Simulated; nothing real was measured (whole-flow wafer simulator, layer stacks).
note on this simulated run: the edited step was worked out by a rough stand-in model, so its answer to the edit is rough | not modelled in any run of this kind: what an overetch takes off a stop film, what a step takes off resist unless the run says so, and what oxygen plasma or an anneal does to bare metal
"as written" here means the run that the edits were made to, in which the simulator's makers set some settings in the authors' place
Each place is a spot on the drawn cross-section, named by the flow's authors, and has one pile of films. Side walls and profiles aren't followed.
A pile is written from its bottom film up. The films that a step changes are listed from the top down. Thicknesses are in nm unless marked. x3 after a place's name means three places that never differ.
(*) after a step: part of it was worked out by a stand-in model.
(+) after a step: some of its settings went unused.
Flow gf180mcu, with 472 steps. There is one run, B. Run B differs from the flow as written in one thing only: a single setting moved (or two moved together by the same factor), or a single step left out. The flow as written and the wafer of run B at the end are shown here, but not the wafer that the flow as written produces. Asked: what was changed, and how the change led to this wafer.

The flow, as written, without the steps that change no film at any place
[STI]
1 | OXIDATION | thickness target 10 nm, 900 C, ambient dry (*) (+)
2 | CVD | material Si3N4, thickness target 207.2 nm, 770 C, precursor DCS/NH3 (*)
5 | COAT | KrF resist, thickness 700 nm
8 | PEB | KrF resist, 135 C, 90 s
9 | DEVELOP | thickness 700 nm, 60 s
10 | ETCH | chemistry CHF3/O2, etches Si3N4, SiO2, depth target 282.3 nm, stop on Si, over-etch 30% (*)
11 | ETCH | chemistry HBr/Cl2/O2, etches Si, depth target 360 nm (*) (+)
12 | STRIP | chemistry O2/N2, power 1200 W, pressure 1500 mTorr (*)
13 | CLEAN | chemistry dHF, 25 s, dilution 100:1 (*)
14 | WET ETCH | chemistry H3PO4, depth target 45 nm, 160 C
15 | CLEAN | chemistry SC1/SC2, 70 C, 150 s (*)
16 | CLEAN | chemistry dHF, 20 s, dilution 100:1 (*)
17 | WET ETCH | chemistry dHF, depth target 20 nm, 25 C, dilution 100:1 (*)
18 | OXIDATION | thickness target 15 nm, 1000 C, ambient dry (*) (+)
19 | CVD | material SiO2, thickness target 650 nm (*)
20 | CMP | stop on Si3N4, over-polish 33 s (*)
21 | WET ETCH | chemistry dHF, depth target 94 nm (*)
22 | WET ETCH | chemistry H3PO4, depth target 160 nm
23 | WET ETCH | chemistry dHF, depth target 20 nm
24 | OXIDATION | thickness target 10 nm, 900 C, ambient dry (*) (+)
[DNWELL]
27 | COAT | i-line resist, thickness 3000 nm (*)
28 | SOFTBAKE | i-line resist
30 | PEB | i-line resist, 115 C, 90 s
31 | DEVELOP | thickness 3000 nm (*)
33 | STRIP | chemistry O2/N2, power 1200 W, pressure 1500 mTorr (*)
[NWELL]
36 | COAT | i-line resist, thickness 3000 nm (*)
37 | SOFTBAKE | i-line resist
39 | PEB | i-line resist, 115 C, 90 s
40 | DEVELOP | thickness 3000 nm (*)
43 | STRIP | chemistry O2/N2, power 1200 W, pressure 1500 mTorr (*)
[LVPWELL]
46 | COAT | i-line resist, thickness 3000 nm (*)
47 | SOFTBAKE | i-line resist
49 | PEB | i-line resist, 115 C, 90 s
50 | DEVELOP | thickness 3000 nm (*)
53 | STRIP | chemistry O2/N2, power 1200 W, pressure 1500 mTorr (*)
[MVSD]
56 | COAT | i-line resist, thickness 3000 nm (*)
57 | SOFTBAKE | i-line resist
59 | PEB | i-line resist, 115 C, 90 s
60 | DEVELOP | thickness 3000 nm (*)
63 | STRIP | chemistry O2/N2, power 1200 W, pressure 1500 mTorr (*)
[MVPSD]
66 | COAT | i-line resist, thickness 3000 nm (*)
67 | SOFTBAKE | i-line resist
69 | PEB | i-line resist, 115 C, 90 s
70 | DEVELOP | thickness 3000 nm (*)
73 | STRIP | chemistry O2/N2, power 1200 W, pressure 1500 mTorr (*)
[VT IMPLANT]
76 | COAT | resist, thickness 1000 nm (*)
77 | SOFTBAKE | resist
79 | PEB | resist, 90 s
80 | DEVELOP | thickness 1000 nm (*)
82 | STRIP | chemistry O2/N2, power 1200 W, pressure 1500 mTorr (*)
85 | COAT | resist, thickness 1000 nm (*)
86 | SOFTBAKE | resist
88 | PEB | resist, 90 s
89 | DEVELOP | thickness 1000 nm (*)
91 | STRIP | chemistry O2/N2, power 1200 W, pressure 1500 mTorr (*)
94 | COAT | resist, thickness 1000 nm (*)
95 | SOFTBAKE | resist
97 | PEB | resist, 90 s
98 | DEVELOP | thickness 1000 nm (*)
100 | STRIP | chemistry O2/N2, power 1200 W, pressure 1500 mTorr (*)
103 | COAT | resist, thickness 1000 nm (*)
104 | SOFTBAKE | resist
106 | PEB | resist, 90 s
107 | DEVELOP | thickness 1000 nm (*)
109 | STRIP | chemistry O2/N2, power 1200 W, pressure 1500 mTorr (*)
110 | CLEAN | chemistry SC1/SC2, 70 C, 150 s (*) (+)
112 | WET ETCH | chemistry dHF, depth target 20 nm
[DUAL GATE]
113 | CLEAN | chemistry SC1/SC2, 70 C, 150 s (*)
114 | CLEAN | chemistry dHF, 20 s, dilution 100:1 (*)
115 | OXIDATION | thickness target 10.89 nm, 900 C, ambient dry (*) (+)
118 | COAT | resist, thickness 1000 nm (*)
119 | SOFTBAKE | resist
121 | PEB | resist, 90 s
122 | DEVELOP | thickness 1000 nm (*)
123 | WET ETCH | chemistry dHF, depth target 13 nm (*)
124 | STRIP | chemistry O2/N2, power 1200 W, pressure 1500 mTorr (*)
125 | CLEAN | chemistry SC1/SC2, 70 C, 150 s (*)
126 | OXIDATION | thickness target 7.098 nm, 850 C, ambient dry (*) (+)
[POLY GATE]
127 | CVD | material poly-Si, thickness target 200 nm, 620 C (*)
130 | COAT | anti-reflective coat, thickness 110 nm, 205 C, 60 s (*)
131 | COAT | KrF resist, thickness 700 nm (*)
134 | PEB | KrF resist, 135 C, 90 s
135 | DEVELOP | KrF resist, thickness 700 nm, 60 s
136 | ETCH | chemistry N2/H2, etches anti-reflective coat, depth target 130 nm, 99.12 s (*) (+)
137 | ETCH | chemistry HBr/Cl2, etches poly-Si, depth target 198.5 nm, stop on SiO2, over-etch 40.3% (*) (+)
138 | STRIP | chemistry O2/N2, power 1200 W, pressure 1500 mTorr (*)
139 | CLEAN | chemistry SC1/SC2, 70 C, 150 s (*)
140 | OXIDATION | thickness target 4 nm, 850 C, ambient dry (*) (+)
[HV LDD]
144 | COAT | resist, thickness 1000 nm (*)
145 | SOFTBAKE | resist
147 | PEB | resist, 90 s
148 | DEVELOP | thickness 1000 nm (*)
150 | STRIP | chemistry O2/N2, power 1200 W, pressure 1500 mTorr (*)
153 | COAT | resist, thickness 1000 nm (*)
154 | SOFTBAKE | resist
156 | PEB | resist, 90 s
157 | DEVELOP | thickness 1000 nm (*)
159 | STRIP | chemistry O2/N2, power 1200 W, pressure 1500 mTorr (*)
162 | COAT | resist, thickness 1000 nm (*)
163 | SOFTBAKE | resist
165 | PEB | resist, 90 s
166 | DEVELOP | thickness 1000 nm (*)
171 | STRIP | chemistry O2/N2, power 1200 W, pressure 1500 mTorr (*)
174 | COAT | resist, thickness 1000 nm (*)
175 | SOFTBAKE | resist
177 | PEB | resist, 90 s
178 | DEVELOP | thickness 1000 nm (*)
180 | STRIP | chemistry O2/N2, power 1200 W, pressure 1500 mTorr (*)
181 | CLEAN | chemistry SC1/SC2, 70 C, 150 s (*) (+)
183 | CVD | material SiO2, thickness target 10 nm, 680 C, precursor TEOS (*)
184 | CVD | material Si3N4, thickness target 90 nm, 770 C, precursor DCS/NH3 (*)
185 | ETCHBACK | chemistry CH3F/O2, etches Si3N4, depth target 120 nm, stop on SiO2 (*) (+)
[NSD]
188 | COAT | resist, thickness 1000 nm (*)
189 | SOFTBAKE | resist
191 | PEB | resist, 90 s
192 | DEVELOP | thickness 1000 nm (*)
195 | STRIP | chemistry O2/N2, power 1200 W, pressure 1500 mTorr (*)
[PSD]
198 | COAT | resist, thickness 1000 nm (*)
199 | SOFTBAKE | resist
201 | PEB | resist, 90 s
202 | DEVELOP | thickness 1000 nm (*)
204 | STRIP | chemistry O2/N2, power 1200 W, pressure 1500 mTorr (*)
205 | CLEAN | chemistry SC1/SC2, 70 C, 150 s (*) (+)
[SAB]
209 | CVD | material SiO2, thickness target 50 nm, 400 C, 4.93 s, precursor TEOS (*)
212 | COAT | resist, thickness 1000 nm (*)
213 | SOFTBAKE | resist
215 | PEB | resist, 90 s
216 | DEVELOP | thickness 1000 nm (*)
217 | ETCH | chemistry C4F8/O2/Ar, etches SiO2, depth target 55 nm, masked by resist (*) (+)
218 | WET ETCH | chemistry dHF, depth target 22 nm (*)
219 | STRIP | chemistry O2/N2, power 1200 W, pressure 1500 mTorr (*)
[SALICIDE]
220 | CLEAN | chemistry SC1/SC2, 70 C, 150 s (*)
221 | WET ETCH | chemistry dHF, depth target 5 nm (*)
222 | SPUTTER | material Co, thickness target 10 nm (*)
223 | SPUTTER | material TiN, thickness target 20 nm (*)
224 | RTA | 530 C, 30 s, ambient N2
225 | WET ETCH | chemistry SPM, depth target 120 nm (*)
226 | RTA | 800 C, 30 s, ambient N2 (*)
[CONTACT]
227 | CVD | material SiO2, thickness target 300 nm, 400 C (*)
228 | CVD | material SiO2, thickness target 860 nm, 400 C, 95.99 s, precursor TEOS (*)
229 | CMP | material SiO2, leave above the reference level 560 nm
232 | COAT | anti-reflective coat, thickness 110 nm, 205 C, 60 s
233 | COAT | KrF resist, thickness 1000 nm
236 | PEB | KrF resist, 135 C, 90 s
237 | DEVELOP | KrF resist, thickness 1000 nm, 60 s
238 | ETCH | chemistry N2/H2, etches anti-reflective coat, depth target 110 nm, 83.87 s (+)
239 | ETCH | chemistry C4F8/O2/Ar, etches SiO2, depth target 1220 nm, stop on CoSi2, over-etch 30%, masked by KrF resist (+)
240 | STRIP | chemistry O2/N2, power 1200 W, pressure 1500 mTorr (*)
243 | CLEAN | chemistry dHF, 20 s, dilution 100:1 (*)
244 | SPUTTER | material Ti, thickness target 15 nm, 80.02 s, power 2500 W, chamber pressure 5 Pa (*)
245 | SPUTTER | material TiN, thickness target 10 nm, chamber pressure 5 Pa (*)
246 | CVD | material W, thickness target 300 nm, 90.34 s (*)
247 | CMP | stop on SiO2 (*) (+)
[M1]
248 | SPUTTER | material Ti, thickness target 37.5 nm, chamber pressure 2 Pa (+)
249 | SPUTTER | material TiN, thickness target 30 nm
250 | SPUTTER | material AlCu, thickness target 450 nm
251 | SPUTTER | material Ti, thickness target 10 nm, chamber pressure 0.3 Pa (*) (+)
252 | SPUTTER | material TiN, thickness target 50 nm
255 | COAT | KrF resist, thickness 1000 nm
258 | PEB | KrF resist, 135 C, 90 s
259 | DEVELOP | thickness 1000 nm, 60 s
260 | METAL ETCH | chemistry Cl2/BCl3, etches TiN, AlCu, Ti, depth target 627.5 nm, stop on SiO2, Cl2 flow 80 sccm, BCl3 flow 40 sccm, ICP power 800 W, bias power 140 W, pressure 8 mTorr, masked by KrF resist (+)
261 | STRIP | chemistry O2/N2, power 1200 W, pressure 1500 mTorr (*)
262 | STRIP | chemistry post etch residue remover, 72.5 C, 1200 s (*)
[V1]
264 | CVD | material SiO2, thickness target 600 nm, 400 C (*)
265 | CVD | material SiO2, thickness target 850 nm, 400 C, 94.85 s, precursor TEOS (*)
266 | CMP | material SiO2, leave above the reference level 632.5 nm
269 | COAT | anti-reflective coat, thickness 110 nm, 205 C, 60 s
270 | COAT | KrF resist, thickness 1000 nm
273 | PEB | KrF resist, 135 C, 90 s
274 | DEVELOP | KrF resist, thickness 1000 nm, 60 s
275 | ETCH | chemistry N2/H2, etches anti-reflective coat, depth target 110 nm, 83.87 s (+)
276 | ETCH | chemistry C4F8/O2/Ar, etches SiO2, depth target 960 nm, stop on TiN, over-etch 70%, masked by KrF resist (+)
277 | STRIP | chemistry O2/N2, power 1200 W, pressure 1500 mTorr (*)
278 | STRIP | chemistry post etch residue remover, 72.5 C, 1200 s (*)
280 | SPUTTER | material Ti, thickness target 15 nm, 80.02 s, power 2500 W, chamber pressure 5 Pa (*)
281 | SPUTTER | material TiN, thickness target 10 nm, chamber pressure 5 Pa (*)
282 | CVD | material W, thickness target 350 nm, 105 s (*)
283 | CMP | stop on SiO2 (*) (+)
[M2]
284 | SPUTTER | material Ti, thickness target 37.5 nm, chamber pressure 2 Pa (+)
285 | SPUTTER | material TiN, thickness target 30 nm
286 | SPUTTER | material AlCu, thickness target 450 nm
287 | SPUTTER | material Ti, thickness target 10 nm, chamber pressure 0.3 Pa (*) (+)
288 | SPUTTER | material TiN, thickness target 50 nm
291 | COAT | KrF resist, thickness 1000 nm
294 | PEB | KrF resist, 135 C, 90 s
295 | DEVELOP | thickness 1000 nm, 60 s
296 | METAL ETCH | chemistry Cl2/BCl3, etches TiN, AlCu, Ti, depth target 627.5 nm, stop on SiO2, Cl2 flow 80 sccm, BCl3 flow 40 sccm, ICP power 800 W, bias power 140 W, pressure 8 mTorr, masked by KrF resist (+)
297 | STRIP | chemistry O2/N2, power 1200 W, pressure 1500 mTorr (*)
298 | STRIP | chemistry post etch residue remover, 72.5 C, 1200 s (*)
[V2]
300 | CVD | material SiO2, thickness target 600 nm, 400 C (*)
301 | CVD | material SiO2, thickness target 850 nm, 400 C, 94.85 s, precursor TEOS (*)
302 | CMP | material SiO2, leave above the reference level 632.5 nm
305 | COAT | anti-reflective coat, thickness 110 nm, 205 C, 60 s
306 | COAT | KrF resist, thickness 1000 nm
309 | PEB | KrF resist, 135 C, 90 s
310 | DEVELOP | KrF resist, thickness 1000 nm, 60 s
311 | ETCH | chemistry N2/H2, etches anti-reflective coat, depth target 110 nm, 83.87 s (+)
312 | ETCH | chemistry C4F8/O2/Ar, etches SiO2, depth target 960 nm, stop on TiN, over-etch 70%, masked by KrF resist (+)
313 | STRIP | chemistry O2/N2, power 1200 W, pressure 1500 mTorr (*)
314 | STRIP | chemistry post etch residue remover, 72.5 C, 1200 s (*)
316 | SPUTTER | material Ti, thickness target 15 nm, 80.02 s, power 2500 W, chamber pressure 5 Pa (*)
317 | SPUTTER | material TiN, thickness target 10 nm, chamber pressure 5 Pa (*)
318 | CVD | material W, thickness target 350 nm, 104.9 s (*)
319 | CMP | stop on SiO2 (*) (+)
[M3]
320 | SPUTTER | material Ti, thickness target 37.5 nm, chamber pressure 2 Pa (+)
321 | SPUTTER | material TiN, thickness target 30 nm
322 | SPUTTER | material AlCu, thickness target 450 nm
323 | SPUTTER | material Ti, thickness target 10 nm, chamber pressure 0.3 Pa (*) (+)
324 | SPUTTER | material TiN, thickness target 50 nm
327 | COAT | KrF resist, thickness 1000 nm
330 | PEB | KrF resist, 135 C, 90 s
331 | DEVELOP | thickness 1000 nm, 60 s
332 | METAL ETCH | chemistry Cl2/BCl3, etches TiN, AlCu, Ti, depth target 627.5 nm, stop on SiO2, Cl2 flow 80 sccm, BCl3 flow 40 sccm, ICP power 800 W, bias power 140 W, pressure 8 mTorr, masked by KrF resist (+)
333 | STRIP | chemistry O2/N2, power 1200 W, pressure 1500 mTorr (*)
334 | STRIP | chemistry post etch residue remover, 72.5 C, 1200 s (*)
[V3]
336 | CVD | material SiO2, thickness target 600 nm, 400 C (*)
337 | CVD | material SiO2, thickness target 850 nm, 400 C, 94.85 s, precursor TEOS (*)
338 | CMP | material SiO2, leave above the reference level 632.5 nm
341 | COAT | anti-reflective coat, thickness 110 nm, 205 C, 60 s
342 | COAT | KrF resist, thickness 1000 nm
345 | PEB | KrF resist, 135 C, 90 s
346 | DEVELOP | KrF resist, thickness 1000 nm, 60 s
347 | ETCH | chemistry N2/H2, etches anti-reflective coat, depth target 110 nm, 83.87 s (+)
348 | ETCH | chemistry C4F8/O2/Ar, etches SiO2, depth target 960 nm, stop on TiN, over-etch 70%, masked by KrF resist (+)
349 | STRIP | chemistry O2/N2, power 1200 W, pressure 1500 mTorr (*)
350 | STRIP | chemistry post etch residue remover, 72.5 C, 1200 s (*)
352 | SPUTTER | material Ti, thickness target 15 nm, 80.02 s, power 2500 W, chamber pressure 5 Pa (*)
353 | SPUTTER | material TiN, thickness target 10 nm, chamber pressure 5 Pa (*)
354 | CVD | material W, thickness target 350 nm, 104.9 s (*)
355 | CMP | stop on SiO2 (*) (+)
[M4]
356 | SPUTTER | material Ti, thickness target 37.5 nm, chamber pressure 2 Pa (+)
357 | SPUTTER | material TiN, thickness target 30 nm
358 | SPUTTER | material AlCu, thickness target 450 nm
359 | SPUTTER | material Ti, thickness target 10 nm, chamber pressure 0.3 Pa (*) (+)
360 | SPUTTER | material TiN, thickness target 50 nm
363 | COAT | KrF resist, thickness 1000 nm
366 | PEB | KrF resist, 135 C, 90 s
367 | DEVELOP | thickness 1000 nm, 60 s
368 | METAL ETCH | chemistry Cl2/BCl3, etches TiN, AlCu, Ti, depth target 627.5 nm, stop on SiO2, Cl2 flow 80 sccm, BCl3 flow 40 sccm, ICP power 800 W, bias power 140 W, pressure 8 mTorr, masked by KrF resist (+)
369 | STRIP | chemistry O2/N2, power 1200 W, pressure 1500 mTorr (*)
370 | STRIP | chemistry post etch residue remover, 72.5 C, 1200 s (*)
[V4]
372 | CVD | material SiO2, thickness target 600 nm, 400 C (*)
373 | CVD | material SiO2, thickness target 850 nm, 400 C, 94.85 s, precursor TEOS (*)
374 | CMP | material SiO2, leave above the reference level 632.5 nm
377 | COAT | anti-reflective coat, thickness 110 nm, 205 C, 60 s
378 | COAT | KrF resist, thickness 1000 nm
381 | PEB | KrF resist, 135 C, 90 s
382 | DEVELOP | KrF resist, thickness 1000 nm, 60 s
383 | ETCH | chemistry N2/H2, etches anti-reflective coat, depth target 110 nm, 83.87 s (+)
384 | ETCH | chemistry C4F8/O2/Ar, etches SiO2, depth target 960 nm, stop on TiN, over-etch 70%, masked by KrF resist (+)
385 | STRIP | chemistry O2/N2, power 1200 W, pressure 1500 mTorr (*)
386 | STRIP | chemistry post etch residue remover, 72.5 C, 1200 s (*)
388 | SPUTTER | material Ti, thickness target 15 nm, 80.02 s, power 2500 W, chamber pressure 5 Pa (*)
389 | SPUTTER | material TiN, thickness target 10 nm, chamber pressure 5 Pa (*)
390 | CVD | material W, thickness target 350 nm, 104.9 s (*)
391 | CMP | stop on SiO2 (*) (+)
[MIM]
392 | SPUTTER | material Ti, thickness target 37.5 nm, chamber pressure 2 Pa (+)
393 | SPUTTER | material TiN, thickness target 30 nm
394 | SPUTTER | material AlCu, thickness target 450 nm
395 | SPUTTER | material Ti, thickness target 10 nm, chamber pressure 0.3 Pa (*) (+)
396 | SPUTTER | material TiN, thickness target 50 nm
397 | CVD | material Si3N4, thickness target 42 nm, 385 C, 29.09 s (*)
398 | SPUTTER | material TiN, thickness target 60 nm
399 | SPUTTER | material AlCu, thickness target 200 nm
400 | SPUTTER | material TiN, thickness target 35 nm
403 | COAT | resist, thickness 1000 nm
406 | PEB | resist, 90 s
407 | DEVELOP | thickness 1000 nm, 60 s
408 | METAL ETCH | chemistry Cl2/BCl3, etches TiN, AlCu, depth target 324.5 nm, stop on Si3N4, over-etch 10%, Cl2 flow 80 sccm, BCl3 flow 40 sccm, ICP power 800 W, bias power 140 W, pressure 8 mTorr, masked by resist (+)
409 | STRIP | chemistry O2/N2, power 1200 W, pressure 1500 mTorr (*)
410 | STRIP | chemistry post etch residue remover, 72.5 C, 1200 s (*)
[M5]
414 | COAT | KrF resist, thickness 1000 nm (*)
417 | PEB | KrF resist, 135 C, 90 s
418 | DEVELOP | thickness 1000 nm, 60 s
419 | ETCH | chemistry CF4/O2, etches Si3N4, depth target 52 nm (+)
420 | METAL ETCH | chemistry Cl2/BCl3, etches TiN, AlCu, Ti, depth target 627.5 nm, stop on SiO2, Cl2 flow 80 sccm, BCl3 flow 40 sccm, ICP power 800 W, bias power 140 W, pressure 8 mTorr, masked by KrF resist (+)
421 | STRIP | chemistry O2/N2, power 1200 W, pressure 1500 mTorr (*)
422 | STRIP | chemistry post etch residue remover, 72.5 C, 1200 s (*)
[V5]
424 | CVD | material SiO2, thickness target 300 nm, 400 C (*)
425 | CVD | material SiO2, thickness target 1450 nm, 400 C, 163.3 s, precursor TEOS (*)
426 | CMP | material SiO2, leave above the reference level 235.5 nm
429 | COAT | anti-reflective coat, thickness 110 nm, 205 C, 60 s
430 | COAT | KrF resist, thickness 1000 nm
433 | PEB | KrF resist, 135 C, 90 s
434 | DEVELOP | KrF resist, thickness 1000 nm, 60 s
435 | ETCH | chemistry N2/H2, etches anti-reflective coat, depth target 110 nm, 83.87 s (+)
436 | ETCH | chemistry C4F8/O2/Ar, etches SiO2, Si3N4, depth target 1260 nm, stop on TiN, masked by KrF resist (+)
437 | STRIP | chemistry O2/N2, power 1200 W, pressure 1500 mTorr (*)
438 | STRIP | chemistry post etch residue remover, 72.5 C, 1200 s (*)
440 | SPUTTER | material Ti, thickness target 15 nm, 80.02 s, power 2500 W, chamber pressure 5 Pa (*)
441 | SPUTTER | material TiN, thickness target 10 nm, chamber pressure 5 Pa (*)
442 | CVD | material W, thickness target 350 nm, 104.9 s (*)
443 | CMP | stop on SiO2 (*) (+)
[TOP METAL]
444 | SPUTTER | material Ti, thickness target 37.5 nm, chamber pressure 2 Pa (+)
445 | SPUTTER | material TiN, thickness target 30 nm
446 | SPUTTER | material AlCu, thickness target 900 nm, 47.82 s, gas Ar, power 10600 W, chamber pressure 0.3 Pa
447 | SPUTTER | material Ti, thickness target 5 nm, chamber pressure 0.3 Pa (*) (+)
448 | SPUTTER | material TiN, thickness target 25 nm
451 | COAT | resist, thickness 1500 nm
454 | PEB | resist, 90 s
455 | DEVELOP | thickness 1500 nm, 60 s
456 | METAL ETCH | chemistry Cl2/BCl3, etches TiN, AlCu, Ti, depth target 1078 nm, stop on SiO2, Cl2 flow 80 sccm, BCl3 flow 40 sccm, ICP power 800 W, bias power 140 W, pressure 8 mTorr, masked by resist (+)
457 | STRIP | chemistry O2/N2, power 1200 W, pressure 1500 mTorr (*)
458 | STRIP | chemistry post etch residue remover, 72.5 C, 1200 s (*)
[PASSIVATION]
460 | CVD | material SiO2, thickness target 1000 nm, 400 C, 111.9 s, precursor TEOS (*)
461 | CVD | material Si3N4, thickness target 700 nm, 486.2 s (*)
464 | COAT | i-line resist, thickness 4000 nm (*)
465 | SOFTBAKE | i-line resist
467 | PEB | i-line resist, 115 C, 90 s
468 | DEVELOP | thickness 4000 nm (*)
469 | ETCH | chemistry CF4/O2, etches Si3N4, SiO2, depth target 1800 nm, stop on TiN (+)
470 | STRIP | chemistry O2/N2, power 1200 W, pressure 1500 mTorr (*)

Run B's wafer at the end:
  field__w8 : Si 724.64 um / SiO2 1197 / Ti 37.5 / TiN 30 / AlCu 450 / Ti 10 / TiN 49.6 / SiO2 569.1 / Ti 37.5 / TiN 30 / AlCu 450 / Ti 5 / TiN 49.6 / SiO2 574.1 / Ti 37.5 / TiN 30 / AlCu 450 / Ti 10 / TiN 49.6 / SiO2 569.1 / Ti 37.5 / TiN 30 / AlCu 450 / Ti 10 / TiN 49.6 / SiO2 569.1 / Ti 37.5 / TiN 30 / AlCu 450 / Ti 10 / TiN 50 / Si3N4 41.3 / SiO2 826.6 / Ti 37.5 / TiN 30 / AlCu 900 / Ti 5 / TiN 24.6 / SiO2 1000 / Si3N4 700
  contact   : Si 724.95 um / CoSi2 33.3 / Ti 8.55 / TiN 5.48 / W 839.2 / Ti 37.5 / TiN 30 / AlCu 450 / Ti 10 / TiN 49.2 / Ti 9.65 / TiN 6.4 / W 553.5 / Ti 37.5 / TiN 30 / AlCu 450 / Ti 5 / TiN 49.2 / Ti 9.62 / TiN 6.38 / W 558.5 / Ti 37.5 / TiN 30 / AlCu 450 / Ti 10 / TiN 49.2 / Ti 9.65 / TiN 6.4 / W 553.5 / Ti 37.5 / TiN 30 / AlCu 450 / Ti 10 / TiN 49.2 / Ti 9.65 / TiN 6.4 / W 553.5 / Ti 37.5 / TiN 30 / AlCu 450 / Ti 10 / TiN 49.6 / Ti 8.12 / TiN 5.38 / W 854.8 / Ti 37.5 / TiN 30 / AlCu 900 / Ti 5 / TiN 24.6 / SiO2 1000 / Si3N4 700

Cause: step 287, SPUTTER: thickness target 5 nm was run, whereas the flow has thickness target 10 nm.
The wafer lets one read it off: field__w8 has Ti 5, and step 287 as written asks for 10 nm.

How this came from the change, step by step:
  287 | SPUTTER | material Ti, thickness target 10 nm, chamber pressure 0.3 Pa (*) (+)
      field, field__w1, field__w2 and 108 more: Ti gains 5 (new film) (in the flow as written it would be: Ti gains 10 (new film))
  296 | METAL ETCH | chemistry Cl2/BCl3, etches TiN, AlCu, Ti, depth target 627.5 nm, stop on SiO2, Cl2 flow 80 sccm, BCl3 flow 40 sccm, ICP power 800 W, bias power 140 W, pressure 8 mTorr, masked by KrF resist (+)
      field, field__w1, field__w2 and 103 more: TiN loses 50 (all of it), Ti loses 5 (all of it), AlCu loses 450 (all of it), TiN loses 30 (all of it), Ti loses 37.5 (all of it) (in the flow as written it would be: TiN loses 50 (all of it), Ti loses 10 (all of it), AlCu loses 450 (all of it), TiN loses 30 (all of it), Ti loses 37.5 (all of it))
